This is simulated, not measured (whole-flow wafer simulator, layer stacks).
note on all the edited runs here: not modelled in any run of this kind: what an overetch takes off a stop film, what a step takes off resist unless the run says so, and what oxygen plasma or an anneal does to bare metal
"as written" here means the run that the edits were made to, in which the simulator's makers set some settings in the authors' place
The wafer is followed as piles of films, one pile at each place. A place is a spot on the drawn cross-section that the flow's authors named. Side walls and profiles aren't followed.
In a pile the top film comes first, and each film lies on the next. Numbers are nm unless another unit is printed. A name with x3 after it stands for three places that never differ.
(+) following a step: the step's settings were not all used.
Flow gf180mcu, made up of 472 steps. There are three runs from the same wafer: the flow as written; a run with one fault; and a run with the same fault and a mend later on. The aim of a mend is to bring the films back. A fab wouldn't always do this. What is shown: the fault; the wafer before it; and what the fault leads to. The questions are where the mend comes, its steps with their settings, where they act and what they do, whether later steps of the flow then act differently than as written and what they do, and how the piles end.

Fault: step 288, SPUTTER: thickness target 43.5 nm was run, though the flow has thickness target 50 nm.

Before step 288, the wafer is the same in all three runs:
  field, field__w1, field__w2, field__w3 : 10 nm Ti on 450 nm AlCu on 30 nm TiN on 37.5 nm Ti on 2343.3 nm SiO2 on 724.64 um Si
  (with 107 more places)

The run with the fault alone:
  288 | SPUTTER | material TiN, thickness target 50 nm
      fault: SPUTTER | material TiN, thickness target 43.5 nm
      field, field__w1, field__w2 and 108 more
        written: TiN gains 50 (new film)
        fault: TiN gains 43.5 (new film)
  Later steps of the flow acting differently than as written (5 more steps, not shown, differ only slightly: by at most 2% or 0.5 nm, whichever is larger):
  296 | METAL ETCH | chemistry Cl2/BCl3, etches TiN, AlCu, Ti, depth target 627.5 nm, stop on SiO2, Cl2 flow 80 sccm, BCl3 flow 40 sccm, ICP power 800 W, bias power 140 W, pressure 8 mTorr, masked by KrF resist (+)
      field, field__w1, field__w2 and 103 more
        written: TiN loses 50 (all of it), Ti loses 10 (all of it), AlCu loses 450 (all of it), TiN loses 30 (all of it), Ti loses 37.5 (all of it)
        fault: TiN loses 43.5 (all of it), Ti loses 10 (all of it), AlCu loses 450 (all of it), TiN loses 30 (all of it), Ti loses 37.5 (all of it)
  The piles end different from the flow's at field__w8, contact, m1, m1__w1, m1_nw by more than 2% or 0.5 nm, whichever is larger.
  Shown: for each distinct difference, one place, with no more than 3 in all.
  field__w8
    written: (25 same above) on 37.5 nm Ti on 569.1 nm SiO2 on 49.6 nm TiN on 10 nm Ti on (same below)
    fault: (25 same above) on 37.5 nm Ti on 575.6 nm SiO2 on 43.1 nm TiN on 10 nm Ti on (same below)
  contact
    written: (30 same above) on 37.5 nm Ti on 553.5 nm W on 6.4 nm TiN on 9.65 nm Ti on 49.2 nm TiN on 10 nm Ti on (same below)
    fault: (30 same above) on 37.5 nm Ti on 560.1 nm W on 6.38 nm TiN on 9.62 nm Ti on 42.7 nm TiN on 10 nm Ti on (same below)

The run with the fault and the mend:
  The mend stands after step 288.
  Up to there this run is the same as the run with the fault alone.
  288a | SPUTTER | material TiN, thickness target 6.5 nm (the flow's step 288 again, with other settings)
      field, field__w1, field__w2 and 108 more
        TiN gains 6.5
  Every later step of the flow that is run acts as written at every place that is followed.
  By the end, the piles equal the flow's at every place that both follow.
